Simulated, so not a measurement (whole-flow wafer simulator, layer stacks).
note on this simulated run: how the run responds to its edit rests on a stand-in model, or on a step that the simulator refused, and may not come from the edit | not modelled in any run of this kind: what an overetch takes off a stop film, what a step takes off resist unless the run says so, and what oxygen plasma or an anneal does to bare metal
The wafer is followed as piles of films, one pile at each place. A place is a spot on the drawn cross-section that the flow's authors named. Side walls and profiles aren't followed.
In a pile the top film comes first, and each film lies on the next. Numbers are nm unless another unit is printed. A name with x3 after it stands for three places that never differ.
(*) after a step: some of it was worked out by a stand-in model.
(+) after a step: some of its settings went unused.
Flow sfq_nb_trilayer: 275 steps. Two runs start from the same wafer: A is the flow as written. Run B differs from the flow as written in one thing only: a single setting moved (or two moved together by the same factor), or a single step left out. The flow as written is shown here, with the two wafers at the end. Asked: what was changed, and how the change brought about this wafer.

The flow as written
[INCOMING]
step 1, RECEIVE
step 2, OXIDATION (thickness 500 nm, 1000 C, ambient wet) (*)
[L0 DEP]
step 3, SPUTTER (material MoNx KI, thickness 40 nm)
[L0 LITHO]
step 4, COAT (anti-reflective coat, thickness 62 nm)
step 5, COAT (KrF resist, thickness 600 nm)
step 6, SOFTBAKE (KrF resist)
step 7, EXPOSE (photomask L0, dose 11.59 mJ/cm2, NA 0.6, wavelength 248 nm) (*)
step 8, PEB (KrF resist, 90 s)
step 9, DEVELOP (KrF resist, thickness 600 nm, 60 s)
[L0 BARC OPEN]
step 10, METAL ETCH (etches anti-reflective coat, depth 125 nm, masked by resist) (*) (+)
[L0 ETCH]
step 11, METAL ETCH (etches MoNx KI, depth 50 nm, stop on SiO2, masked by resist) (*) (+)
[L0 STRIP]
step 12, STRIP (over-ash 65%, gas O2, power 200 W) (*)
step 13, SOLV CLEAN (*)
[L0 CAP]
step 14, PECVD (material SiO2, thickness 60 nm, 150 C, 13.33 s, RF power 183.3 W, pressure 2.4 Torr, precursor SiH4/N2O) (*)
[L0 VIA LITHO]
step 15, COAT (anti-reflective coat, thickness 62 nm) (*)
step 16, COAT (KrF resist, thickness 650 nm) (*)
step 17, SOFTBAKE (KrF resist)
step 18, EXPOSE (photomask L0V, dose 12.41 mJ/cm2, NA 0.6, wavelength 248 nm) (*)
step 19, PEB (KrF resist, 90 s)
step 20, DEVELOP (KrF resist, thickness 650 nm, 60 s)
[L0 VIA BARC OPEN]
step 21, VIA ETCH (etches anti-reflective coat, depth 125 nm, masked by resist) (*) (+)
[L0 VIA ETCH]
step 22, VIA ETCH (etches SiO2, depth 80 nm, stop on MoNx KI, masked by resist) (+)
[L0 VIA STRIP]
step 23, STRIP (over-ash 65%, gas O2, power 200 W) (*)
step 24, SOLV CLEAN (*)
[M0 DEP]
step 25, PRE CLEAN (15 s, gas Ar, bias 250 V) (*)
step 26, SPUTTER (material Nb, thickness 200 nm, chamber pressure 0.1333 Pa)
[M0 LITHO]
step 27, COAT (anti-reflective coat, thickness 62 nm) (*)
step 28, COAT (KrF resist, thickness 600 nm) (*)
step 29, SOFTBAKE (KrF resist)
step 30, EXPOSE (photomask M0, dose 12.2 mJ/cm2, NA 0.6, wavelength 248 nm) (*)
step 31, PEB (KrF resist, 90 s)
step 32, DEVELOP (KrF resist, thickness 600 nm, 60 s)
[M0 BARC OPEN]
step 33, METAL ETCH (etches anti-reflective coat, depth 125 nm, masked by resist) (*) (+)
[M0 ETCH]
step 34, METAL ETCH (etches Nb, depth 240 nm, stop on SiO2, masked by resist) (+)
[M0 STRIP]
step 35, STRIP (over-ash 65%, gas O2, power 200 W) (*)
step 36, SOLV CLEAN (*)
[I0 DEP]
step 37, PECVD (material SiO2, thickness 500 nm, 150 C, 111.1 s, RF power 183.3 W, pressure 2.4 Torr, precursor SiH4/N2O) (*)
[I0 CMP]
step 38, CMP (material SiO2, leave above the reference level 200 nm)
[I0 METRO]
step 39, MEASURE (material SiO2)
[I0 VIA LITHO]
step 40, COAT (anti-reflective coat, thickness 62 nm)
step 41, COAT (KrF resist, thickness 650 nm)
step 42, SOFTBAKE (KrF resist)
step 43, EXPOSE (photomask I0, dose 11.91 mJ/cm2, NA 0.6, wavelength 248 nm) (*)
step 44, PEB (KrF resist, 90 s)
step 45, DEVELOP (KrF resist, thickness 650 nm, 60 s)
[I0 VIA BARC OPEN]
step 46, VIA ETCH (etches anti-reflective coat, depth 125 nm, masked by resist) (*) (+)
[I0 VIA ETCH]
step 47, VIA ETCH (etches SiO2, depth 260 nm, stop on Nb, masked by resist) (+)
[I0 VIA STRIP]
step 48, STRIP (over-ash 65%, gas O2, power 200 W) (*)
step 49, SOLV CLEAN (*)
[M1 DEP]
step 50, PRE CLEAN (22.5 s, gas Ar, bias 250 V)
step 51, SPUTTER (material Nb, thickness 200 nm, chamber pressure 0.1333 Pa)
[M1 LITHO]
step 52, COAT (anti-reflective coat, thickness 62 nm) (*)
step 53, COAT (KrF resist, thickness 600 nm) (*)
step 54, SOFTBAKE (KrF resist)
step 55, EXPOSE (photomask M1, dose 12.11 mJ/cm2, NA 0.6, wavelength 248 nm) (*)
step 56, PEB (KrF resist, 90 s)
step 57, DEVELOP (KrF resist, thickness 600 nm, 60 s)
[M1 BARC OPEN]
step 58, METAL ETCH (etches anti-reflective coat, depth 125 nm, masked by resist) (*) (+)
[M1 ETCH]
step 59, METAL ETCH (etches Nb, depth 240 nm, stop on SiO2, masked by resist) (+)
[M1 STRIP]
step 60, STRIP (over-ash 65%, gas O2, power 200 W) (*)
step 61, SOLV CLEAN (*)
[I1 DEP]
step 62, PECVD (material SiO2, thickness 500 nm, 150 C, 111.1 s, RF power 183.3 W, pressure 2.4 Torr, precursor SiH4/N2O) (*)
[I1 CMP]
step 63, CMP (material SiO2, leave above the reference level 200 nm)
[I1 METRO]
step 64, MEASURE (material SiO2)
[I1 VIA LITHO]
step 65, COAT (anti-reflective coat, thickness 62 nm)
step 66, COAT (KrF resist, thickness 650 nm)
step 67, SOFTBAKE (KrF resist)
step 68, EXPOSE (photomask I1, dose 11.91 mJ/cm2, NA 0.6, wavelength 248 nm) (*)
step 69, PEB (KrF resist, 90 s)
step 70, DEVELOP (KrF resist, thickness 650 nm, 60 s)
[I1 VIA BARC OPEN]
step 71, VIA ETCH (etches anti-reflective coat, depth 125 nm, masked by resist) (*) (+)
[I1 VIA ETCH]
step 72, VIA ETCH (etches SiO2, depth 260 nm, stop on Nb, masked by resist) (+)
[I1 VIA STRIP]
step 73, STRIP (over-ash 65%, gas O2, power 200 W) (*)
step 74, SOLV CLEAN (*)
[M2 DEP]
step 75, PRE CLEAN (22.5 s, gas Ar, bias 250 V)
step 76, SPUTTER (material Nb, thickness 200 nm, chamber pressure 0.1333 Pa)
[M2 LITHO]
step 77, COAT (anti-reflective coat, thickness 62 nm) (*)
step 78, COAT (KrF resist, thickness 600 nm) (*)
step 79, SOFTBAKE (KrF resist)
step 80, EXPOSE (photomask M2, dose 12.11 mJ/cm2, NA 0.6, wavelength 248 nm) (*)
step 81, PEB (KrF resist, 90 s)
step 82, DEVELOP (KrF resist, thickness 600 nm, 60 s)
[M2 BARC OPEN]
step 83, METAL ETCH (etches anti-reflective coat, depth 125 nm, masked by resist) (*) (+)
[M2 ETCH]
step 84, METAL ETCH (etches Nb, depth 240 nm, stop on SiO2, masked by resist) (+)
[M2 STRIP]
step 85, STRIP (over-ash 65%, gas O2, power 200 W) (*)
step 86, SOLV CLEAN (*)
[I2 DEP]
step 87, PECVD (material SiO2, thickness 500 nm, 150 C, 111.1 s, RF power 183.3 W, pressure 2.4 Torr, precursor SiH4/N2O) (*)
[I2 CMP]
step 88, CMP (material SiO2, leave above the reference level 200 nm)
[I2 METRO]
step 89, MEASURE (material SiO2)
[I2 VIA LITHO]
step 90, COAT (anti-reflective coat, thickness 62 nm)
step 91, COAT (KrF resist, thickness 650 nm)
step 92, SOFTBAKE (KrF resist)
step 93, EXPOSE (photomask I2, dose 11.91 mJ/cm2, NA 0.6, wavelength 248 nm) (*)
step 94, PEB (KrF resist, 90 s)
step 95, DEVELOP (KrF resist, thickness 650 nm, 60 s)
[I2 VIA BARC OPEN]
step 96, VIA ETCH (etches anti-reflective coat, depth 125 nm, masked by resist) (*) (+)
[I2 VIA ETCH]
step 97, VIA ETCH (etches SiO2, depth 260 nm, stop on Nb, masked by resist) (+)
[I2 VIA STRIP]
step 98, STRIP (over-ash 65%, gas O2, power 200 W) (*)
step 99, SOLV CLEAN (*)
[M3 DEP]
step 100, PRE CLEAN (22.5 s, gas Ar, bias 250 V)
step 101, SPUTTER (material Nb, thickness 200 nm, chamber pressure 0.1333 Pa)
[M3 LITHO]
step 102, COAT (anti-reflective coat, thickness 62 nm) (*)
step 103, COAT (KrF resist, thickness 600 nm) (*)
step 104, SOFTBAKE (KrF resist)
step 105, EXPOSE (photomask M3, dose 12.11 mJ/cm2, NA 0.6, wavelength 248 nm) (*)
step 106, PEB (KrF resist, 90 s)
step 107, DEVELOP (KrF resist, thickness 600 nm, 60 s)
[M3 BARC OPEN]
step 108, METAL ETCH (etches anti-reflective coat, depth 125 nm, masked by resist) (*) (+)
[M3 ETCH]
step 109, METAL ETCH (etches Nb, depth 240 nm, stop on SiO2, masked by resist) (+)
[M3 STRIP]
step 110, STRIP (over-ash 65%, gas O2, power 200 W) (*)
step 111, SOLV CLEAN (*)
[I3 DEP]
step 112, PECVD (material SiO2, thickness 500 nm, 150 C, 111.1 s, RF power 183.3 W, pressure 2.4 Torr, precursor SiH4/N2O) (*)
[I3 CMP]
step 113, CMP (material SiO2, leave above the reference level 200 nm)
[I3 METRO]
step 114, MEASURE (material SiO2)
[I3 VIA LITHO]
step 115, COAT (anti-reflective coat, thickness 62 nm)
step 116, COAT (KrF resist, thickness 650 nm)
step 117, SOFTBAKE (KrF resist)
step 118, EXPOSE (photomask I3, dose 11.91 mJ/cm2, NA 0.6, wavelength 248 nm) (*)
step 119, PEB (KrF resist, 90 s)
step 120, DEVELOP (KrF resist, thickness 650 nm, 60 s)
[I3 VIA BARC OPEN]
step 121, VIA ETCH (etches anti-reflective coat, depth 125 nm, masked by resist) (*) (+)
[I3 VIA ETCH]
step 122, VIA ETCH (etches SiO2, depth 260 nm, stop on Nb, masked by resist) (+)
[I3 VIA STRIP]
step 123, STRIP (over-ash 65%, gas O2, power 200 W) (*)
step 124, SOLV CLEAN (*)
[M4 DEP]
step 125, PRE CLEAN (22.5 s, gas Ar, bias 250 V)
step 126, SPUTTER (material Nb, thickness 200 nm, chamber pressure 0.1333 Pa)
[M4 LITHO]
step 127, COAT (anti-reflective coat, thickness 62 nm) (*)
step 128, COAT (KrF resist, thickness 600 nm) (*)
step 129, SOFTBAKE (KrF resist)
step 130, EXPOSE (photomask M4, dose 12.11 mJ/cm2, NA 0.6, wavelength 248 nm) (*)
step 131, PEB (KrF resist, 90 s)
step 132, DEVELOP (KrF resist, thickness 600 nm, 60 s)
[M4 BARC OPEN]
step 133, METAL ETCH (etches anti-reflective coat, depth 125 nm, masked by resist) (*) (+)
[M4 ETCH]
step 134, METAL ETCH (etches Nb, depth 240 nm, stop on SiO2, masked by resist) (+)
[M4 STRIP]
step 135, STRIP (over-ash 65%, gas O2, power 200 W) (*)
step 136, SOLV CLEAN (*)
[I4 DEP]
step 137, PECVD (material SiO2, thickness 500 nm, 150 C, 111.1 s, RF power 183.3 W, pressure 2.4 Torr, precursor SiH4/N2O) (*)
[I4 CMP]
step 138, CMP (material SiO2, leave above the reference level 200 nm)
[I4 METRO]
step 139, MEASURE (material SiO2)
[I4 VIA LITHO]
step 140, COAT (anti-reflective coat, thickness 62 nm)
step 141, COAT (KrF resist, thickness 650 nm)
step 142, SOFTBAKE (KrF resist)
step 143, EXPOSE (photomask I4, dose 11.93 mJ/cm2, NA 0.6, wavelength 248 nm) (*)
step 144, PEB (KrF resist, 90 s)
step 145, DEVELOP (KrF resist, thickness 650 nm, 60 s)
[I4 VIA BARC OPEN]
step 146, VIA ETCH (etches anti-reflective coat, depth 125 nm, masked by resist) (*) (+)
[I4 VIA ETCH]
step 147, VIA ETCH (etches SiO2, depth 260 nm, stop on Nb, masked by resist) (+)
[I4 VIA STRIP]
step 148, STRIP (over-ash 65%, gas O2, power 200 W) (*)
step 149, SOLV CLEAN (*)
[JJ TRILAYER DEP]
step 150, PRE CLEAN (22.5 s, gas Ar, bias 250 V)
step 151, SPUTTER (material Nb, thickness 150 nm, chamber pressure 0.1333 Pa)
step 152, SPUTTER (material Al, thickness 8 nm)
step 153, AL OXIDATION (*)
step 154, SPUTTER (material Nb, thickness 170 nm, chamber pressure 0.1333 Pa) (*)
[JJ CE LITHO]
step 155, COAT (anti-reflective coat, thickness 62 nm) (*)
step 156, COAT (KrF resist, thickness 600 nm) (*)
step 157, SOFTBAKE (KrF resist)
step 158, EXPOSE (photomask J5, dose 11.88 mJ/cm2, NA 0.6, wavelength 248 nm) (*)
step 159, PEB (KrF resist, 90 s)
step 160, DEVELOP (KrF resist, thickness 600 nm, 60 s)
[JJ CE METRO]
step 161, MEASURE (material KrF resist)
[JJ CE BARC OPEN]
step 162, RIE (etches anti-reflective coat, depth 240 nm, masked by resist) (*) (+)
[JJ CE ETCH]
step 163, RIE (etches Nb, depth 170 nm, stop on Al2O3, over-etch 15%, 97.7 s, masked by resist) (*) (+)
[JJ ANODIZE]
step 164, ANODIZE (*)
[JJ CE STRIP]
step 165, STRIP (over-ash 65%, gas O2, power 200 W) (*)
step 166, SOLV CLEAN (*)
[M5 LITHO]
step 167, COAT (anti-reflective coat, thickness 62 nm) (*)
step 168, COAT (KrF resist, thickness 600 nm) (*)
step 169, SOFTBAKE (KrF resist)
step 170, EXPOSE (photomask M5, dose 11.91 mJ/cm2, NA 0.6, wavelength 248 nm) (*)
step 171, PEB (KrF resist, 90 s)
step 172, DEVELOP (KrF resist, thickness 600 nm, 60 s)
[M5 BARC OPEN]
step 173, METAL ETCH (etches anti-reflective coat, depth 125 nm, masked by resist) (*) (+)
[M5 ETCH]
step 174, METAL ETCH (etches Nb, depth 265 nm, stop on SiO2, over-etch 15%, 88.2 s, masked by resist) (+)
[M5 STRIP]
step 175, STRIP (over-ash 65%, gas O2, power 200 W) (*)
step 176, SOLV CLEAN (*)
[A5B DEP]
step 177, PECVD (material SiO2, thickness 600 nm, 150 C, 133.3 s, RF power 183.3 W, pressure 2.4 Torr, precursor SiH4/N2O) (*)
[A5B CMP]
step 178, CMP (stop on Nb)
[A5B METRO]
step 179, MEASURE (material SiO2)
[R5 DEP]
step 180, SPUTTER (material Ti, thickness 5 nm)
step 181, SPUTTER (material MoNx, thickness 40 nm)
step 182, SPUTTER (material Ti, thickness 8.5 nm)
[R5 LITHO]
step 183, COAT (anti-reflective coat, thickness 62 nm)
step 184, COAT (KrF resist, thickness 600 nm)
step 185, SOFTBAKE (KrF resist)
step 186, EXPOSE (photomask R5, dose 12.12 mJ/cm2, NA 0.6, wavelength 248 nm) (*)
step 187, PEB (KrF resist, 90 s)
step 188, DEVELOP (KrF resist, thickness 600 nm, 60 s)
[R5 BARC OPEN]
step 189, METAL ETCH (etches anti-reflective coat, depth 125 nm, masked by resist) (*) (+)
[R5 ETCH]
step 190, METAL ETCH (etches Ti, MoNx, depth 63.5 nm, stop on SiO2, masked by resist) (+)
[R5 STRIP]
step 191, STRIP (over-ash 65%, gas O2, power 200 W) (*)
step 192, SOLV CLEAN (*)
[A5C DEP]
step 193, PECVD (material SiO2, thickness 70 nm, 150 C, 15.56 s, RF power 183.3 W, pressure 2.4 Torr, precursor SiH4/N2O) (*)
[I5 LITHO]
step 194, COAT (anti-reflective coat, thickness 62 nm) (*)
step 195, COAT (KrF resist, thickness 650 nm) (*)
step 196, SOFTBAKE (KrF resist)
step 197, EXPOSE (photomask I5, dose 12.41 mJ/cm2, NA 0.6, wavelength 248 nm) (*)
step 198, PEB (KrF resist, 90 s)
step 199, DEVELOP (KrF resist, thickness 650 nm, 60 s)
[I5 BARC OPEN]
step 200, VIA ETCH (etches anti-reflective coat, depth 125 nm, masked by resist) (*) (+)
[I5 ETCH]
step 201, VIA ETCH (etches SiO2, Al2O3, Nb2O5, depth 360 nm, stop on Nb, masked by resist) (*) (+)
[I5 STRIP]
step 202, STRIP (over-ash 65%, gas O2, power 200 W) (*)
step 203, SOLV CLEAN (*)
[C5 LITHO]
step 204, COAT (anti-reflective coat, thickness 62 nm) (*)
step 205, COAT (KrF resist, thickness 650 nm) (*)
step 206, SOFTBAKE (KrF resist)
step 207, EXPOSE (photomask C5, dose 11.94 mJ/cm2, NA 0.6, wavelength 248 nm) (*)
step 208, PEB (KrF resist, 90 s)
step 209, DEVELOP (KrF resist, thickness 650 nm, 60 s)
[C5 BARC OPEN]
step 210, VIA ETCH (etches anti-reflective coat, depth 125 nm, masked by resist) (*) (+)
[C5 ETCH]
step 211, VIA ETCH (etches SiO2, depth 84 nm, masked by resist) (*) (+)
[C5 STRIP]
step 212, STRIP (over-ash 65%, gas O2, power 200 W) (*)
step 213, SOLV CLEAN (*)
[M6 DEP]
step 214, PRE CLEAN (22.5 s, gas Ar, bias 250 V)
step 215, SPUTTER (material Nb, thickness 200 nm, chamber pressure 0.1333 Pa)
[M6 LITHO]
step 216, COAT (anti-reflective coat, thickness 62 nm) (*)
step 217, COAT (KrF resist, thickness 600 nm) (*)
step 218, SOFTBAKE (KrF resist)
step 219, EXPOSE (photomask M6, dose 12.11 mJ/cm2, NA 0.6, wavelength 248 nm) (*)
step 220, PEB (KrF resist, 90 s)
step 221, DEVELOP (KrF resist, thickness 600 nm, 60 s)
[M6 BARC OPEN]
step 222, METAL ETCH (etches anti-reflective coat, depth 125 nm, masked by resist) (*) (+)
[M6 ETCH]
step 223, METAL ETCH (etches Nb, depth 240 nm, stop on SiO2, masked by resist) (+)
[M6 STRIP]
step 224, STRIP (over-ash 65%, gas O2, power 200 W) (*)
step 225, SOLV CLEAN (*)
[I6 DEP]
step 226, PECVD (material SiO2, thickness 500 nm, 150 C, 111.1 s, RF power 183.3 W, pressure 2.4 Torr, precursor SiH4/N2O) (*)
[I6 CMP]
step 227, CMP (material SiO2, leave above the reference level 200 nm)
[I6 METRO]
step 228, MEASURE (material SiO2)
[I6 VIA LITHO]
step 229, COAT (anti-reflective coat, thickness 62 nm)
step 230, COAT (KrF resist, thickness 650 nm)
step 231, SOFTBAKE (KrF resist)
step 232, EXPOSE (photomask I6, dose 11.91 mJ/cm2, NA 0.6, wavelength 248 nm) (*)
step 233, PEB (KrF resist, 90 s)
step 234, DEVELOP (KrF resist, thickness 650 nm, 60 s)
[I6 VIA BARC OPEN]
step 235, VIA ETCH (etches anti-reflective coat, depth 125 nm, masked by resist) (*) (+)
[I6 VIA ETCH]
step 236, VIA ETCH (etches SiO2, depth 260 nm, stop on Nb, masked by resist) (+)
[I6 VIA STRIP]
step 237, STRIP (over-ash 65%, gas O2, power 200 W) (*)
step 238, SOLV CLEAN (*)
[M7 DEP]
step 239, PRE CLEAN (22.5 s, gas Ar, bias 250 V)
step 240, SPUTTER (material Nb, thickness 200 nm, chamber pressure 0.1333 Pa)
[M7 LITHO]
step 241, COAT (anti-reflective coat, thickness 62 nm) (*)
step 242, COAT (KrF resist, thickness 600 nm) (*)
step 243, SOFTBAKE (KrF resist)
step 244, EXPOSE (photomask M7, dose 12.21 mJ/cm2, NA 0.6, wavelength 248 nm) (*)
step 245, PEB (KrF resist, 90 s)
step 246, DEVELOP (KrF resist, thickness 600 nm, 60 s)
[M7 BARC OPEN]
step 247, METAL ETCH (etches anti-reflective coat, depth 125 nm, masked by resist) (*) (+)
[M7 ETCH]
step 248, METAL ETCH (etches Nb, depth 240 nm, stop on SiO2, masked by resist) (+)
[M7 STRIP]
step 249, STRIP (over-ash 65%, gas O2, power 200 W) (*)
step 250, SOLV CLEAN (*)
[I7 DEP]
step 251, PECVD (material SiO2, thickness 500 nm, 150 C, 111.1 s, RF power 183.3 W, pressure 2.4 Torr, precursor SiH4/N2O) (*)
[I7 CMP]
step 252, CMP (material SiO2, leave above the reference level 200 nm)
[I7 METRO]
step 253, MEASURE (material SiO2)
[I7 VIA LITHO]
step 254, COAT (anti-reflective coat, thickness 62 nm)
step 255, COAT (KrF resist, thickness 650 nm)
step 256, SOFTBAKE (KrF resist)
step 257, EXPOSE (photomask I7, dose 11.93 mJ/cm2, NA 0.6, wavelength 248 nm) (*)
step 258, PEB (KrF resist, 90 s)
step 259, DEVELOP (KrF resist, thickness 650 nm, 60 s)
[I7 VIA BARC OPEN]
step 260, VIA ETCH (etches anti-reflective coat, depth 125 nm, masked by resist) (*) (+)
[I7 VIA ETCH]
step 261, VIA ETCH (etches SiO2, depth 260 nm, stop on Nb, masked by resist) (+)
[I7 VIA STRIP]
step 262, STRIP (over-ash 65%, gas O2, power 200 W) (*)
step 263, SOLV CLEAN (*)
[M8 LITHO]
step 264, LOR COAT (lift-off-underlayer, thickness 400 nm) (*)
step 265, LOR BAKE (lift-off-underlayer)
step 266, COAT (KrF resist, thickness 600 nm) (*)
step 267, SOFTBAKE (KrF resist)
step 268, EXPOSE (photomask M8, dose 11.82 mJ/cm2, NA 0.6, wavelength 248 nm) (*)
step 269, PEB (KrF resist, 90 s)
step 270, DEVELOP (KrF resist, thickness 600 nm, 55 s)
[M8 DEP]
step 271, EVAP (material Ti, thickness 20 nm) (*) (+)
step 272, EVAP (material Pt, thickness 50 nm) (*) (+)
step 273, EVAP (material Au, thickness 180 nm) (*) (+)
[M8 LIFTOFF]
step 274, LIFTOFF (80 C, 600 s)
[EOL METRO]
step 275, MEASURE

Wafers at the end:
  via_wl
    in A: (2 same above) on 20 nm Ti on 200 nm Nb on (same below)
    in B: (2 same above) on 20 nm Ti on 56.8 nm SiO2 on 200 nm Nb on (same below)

Cause: step 261, VIA ETCH: depth 143 nm was run, though the flow has depth 260 nm.

How this came from the change, step by step:
  step 261, VIA ETCH (etches SiO2, depth 260 nm, stop on Nb, masked by resist) (+)
      via_wl, via_w, via_wr: A SiO2 loses 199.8 (all of it) | B SiO2 loses 143
      field_l, v_sur, via_sp and 100 more: A KrF resist loses 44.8 | B KrF resist loses 24.7
  step 262, STRIP (over-ash 65%, gas O2, power 200 W) (*)
      field_l, v_sur, via_sp and 100 more: A KrF resist loses 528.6 (all of it), anti-reflective coat loses 62 (all of it) | B KrF resist loses 548.8 (all of it), anti-reflective coat loses 62 (all of it)
  step 264, LOR COAT (lift-off-underlayer, thickness 400 nm) (*)
      via_wl, via_wr: A lift-off-underlayer gains 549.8 (new film) | B lift-off-underlayer gains 507.2 (new film)
      v_sur: A lift-off-underlayer gains 369.4 (new film) | B lift-off-underlayer gains 378.1 (new film)
      (as well as at 1 more place)
  step 270, DEVELOP (KrF resist, thickness 600 nm, 55 s)
      v_sur: A KrF resist loses 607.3 (all of it), lift-off-underlayer loses 369.4 (all of it) | B KrF resist loses 604.9 (all of it), lift-off-underlayer loses 378.1 (all of it)
      via_wl: A KrF resist loses 623.9 (all of it), lift-off-underlayer loses 549.8 (all of it) | B KrF resist loses 616.7 (all of it), lift-off-underlayer loses 507.2 (all of it)
      (as well as at 2 more places)
Taking metal films that touch as one body, via_wl has 8 bodies (between them, from the top down: SiO2 56.8; SiO2 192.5; SiO2 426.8 / Al2O3 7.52 / Nb2O5 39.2; SiO2 192.5; SiO2 192.5; SiO2 192.5; SiO2 192.5); the flow as written gives 7 bodies (between them, from the top down: SiO2 192.5; SiO2 426.8 / Al2O3 7.52 / Nb2O5 39.2; SiO2 192.5; SiO2 192.5; SiO2 192.5; SiO2 192.5).
